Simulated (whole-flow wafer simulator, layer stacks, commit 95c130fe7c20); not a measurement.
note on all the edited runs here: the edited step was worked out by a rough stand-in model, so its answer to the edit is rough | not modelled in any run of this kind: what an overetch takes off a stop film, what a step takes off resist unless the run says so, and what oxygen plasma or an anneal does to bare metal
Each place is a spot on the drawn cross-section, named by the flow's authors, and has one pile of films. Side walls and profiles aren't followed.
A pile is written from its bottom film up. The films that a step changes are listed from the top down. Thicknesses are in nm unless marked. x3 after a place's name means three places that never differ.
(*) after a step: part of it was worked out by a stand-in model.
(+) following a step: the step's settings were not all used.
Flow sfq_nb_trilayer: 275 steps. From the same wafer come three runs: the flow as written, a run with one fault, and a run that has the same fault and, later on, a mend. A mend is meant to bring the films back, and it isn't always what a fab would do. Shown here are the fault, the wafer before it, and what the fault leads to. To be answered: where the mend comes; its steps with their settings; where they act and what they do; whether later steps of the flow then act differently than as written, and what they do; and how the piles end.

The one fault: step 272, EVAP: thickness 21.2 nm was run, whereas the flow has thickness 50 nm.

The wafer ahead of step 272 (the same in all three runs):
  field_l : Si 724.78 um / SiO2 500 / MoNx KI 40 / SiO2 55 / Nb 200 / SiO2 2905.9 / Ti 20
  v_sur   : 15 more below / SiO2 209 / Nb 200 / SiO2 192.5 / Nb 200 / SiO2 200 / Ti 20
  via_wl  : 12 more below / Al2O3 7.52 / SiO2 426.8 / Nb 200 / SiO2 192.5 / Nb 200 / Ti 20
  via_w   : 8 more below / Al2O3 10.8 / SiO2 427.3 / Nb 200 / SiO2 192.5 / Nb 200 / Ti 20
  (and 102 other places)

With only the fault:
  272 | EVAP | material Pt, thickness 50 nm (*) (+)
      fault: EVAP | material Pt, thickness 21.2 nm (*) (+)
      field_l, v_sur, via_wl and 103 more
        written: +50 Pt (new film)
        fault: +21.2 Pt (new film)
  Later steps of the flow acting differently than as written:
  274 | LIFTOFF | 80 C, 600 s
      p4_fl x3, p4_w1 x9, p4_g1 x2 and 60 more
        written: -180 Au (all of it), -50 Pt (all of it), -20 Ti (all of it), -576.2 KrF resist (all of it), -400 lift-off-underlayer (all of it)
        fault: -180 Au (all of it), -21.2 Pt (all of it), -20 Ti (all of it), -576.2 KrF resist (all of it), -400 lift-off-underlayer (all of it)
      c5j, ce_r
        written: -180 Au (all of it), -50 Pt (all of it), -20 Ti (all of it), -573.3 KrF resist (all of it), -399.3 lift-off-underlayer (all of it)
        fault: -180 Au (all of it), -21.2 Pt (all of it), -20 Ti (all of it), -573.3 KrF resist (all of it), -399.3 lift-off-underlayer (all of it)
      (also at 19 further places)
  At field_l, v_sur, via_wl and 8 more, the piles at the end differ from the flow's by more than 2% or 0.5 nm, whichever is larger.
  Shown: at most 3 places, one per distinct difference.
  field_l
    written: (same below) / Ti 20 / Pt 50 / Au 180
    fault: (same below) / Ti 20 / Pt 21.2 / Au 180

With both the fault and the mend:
  The mend stands after step 272.
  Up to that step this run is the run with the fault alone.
  272a | EVAP | material Pt, thickness 28.8 nm (*) (+) (the flow's step 272, run once more with other settings)
      field_l, v_sur, via_wl and 103 more
        +28.8 Pt
  Later steps of the flow that are run all act as written at every place that is followed.
  By the end, the piles equal the flow's at every place that both follow.
